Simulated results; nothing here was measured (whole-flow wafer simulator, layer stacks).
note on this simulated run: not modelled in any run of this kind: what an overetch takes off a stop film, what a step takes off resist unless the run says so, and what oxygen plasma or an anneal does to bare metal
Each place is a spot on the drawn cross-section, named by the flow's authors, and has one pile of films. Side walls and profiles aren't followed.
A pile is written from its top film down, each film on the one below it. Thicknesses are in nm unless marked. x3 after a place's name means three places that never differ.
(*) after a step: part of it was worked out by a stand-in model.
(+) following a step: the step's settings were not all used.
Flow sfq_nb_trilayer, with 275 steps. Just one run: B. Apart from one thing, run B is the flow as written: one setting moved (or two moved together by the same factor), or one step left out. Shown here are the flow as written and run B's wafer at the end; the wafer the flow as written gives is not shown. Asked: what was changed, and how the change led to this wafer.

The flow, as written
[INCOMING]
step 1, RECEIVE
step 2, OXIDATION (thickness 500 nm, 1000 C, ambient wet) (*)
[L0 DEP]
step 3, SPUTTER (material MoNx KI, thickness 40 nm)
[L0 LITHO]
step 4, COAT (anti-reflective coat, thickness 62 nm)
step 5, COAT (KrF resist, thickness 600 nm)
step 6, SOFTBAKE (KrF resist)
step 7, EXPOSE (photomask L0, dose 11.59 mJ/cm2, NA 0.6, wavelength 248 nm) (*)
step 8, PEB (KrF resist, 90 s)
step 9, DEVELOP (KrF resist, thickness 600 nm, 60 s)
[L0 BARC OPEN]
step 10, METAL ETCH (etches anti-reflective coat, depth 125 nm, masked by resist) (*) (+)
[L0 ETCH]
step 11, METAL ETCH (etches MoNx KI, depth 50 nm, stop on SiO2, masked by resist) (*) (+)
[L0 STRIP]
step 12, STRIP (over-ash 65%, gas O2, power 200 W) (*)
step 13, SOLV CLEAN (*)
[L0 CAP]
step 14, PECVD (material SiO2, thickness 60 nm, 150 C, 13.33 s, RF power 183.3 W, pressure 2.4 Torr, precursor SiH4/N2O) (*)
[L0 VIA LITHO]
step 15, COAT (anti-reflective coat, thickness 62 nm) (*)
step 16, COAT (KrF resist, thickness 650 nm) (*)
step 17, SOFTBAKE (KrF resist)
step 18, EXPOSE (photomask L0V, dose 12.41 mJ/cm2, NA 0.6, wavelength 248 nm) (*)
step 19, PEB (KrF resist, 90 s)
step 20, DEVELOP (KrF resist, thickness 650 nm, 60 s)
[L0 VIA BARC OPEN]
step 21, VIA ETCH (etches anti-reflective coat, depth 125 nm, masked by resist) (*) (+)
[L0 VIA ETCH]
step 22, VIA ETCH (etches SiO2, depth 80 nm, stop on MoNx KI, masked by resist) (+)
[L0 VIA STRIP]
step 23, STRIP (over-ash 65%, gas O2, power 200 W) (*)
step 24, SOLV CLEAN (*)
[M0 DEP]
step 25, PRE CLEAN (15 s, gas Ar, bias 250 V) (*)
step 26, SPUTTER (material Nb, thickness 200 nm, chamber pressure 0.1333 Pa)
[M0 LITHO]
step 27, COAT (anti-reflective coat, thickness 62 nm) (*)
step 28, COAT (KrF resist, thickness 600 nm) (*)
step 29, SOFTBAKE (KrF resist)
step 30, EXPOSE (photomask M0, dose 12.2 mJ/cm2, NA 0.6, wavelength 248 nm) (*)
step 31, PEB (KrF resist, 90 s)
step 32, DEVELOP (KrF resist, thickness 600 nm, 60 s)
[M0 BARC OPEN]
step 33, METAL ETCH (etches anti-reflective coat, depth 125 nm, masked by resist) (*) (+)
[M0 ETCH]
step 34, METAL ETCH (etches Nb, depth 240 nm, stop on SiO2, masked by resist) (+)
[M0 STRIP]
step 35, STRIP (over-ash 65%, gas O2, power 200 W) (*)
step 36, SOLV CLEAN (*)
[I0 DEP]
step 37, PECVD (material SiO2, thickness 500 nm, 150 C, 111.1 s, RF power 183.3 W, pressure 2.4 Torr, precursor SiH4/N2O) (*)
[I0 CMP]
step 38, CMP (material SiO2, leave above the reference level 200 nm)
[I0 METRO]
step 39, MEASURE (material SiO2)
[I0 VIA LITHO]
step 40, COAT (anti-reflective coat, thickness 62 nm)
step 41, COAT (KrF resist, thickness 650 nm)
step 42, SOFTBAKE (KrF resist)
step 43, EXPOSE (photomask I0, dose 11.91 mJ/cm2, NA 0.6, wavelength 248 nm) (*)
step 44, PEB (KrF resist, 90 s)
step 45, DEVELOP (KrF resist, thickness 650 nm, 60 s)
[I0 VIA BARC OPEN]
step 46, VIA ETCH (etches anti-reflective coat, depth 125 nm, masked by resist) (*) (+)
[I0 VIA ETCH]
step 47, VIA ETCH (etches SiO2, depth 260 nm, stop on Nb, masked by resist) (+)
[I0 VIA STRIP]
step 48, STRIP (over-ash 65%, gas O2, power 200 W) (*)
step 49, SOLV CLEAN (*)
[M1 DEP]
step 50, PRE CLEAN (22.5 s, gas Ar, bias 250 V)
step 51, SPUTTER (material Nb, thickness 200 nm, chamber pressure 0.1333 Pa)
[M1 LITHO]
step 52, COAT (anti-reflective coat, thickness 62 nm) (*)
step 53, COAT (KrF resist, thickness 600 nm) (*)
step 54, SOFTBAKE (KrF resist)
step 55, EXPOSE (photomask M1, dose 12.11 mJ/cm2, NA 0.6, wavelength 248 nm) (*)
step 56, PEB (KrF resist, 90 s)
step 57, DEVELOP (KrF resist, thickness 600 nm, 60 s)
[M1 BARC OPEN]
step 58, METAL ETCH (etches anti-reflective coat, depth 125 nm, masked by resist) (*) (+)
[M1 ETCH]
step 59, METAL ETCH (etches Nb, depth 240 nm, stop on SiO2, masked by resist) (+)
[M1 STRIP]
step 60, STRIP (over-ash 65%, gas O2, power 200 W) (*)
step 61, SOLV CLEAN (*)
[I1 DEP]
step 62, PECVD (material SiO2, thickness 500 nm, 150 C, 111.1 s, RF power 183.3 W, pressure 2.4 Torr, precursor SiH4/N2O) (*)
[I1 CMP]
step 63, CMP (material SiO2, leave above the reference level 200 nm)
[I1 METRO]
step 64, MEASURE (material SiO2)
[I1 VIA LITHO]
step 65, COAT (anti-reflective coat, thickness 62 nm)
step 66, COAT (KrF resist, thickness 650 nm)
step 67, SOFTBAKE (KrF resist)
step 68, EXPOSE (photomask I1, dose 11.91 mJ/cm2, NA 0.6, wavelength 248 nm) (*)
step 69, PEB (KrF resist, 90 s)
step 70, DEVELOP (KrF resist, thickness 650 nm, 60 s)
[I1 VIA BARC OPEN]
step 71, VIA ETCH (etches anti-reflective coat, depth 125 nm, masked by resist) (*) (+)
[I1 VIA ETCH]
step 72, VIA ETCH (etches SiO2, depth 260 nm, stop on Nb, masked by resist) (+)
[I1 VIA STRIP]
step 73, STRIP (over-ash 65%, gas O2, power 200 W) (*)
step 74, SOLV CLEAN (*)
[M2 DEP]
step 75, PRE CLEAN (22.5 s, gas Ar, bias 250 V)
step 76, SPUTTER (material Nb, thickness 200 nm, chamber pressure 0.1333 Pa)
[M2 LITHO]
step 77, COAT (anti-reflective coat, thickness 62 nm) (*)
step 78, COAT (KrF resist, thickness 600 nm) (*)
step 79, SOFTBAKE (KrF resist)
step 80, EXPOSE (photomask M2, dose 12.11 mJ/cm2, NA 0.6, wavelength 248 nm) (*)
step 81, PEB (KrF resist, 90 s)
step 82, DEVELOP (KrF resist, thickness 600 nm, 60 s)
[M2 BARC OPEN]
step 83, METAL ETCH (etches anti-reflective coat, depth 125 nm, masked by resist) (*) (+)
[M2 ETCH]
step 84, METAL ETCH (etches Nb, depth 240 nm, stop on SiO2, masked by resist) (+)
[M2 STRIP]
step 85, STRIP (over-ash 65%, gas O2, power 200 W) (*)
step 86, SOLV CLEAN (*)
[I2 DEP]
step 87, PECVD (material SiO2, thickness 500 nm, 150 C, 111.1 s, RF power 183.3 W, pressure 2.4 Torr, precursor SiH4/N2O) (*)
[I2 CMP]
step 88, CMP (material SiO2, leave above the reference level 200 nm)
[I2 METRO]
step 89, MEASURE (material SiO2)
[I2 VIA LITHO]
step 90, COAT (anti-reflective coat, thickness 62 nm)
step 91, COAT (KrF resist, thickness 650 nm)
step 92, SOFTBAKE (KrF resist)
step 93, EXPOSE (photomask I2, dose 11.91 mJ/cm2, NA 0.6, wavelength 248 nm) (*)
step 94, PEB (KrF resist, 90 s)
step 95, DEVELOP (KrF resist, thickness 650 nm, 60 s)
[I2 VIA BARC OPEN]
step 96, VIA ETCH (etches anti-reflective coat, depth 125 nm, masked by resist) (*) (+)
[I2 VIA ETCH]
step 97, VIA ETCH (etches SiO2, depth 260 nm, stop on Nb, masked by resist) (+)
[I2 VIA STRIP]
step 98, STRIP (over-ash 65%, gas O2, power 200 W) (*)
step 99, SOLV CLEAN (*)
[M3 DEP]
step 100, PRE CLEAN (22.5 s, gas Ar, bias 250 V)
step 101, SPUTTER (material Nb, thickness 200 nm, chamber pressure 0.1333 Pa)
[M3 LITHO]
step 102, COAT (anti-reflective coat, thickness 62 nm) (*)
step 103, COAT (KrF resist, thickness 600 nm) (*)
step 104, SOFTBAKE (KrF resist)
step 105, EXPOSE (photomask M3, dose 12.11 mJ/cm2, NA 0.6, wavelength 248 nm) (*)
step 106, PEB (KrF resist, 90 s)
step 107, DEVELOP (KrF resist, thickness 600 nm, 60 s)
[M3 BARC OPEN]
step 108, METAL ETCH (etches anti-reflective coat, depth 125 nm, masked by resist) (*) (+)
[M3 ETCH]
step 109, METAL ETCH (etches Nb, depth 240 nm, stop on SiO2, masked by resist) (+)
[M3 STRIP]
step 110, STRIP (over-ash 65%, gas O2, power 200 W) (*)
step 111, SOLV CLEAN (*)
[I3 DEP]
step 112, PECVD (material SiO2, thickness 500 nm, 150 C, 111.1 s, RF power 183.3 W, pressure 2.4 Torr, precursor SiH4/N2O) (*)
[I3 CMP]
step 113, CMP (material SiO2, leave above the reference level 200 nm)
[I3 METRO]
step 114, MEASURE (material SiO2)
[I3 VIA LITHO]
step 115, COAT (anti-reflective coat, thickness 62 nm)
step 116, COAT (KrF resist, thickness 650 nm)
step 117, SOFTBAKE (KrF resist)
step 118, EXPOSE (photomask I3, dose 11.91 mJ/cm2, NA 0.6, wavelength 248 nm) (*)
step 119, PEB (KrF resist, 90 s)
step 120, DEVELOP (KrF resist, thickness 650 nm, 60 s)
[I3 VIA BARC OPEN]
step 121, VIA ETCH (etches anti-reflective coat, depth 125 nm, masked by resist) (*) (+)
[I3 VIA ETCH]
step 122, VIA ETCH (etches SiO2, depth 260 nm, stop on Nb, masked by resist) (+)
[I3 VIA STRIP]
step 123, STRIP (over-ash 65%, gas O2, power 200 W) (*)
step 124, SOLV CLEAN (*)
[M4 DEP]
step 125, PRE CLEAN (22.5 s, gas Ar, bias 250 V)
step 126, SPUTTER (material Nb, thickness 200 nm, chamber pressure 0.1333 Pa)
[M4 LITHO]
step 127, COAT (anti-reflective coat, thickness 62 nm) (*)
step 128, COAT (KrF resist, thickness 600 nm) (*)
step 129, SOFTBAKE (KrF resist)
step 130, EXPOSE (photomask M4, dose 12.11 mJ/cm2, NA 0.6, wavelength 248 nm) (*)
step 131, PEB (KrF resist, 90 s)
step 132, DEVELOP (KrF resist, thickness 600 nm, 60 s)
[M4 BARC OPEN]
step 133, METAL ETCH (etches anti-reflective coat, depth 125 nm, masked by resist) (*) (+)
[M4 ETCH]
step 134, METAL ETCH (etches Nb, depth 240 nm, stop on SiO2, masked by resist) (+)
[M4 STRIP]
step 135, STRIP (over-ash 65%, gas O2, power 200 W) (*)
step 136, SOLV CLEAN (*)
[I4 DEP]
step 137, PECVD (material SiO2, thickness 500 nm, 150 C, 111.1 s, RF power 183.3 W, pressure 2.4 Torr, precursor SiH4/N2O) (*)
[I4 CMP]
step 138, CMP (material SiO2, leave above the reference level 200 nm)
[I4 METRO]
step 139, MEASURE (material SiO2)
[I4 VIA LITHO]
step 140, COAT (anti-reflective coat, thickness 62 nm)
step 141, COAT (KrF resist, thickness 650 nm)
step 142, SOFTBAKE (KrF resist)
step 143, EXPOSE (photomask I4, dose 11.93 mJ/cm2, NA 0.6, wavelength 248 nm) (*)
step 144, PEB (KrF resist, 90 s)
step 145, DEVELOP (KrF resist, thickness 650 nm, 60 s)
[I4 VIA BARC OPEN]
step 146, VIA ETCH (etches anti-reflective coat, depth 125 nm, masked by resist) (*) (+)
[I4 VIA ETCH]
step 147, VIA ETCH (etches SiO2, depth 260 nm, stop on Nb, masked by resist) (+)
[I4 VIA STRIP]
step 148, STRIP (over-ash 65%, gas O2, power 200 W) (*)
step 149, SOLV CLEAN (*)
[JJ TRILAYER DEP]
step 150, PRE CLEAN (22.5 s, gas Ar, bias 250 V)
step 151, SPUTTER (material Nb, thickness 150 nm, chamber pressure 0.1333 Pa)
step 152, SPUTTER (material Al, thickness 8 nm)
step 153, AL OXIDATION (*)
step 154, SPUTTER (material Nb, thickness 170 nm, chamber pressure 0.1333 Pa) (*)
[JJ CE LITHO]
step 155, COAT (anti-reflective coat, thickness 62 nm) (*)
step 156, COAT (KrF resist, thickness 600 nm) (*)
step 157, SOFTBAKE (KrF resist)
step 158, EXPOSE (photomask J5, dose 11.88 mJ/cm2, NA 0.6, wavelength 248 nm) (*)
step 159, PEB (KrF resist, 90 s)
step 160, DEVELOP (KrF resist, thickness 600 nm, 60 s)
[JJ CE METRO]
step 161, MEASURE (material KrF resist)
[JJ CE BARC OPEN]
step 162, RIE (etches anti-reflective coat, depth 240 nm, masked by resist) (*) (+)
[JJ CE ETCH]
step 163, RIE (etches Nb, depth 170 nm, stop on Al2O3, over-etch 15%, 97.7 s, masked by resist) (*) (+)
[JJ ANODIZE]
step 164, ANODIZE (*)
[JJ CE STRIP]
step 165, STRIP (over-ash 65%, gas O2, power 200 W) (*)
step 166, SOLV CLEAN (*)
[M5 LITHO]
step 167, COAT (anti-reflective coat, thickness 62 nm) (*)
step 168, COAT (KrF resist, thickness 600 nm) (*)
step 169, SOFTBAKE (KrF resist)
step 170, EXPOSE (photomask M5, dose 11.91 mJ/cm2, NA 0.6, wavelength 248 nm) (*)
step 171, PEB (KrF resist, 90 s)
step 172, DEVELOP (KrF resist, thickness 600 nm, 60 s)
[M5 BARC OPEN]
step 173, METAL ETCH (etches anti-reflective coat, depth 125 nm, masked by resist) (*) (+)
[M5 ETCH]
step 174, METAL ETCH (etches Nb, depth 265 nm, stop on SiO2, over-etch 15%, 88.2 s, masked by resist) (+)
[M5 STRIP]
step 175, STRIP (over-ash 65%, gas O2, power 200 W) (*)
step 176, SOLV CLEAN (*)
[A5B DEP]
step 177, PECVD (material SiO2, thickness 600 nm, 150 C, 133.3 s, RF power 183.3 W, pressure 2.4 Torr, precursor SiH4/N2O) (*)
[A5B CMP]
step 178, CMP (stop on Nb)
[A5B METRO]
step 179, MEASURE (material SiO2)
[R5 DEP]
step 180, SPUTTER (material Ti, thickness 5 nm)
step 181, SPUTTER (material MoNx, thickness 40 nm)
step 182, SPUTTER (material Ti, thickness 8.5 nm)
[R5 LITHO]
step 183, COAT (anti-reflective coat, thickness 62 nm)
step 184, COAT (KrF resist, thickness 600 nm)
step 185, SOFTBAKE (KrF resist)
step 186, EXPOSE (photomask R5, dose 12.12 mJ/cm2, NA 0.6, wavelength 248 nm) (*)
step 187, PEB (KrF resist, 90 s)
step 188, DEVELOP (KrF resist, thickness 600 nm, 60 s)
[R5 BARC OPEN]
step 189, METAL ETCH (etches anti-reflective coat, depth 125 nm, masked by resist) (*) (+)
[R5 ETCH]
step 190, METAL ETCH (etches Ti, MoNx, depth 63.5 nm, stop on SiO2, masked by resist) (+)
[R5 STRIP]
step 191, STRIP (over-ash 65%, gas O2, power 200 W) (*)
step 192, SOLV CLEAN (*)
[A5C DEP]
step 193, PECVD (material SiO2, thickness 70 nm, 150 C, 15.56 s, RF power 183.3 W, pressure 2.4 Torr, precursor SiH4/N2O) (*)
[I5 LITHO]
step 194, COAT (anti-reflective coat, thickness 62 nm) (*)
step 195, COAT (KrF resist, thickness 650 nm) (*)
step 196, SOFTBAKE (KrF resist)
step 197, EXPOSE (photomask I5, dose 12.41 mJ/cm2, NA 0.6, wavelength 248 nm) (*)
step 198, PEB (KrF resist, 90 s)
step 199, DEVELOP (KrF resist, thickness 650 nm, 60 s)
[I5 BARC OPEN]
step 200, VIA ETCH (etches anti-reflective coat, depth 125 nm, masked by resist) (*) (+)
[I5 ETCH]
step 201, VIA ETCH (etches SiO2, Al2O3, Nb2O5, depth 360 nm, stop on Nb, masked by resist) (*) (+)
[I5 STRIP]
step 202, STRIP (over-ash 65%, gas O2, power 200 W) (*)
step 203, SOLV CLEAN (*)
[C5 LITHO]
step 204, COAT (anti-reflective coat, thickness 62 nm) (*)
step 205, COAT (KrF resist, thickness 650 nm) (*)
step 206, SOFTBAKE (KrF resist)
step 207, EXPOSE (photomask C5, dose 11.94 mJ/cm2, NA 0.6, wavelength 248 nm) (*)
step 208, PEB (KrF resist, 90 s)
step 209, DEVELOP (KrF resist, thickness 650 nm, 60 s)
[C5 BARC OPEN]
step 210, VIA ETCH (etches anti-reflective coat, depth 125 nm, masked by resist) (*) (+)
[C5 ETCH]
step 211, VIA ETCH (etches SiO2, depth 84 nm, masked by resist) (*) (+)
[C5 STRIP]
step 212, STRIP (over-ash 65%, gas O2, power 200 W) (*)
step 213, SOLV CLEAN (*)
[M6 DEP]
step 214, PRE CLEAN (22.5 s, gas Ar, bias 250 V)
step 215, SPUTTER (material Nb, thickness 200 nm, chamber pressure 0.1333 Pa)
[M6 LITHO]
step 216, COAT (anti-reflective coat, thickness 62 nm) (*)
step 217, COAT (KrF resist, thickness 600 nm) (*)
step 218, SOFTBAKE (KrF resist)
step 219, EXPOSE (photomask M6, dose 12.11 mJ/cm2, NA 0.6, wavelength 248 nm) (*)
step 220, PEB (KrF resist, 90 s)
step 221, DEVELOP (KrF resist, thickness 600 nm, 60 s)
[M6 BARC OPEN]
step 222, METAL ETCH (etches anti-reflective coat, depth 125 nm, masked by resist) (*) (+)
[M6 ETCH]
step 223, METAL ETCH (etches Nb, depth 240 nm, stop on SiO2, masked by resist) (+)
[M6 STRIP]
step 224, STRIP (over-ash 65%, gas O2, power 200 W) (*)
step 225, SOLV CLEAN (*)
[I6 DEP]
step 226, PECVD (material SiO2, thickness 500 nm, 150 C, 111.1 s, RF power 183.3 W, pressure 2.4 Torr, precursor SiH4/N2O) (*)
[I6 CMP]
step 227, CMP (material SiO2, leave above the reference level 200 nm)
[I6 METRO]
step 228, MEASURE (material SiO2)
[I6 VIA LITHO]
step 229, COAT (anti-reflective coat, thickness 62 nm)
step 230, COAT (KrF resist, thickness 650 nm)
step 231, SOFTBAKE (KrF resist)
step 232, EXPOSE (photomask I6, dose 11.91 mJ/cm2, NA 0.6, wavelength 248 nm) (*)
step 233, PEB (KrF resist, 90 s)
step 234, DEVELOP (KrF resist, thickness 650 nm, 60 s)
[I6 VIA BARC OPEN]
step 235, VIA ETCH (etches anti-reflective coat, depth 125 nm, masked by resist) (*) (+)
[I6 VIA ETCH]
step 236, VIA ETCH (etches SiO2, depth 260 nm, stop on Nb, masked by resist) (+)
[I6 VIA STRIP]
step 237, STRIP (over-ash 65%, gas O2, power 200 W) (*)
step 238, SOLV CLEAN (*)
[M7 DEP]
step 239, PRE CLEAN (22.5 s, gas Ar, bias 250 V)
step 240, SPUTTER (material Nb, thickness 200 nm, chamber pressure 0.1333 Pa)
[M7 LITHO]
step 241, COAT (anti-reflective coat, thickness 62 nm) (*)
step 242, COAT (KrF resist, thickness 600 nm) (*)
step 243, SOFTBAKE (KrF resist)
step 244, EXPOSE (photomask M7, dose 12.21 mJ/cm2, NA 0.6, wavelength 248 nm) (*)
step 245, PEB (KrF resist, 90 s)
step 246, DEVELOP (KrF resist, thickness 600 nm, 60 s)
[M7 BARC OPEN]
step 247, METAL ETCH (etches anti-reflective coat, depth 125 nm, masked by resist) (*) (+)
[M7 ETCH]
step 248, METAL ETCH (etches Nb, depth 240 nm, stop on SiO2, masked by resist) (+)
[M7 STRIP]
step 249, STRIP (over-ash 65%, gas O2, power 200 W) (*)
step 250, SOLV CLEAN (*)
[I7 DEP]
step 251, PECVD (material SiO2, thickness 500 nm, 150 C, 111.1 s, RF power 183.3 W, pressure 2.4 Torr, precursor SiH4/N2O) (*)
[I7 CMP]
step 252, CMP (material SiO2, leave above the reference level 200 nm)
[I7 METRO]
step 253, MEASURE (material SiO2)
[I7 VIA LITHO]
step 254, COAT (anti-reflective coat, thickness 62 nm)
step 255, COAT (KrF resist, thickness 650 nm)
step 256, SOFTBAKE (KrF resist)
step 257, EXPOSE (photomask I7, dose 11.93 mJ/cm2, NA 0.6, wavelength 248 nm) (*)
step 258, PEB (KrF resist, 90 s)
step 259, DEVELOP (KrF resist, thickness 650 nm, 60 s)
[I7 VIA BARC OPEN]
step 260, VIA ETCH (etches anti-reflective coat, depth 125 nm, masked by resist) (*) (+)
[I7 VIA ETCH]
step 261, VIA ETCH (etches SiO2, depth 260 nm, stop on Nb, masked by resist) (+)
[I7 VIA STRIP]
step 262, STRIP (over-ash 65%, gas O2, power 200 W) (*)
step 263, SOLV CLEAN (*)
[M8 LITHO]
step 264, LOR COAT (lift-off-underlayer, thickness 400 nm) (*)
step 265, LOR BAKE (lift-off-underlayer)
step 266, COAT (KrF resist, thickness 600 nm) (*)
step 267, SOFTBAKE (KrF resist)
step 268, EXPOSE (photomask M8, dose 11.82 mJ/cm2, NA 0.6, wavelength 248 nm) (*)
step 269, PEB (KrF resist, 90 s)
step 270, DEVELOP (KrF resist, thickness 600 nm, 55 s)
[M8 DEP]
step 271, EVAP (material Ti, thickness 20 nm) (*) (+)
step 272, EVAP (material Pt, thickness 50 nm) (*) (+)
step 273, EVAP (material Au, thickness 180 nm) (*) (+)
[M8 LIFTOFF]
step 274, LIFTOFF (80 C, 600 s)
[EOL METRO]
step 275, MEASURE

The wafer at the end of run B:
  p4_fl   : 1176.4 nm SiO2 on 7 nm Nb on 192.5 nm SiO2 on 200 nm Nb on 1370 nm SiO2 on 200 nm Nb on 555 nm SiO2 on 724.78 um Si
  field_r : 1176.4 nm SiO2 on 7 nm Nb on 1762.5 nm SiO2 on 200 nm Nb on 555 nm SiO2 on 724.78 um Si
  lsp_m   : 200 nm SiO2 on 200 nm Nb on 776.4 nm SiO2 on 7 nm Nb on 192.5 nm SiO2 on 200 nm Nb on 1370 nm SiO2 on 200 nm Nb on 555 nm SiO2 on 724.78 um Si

What caused this: step 174, METAL ETCH: depth 152 nm was run, whereas the flow has depth 265 nm; step 174, METAL ETCH: 50.7 s was run, where the flow has 88.2 s.

How this came from the change, step by step:
  step 174, METAL ETCH (etches Nb, depth 265 nm, stop on SiO2, over-etch 15%, 88.2 s, masked by resist) (+)
      field_l, r_sur, res and 50 more: Al2O3 loses 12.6 (all of it), Nb2O5 loses 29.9 (all of it), Nb loses 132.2 (it would be, as written: Al2O3 loses 12.6 (all of it), Nb2O5 loses 29.9 (all of it), Nb loses 139.2 (all of it), SiO2 loses 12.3)
      v_sur, via_wl, via_w and 50 more: KrF resist loses 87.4 (it would be, as written: KrF resist loses 152.4)
  step 175, STRIP (over-ash 65%, gas O2, power 200 W) (*)
      l0r_line_l, l0r_line_c, l0r_space_c and 27 more: KrF resist loses 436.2 (all of it), anti-reflective coat loses 62 (all of it) (it would be, as written: KrF resist loses 371.2 (all of it), anti-reflective coat loses 62 (all of it))
      v_sur: KrF resist loses 414.1 (all of it), anti-reflective coat loses 44.9 (all of it) (it would be, as written: KrF resist loses 349.2 (all of it), anti-reflective coat loses 44.9 (all of it))
      (as well as at 22 more places)
  step 177, PECVD (material SiO2, thickness 600 nm, 150 C, 133.3 s, RF power 183.3 W, pressure 2.4 Torr, precursor SiH4/N2O) (*)
      field_l, p4_fl, p4_fm and 39 more: SiO2 gains 600 (new film) (it would be, as written: SiO2 gains 600)
      r_sur, res, r_end, moat, field_r, lsp_l: SiO2 gains 593.6 (new film) (it would be, as written: SiO2 gains 592.9)
      (as well as at 5 more places)
  step 178, CMP (stop on Nb)
      field_l, p4_fl, p4_fm and 39 more: SiO2 loses 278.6 (it would be, as written: SiO2 loses 259.3)
      r_sur, res, r_end, moat, field_r, lsp_l: SiO2 loses 272.3 (it would be, as written: SiO2 loses 252.3)
      (as well as at 5 more places)
Taking metal films that touch as one body, p4_fl has 3 bodies (between them, from the top down: SiO2 192.5; SiO2 1370); the flow as written gives 2 bodies (between them, from the top down: SiO2 1370).
Taking metal films that touch as one body, field_r has 2 bodies (between them, from the top down: SiO2 1762.5); the flow as written gives 1 body.
Taking metal films that touch as one body, lsp_m has 4 bodies (between them, from the top down: SiO2 776.4; SiO2 192.5; SiO2 1370); the flow as written gives 3 bodies (between them, from the top down: SiO2 975.9; SiO2 1370).
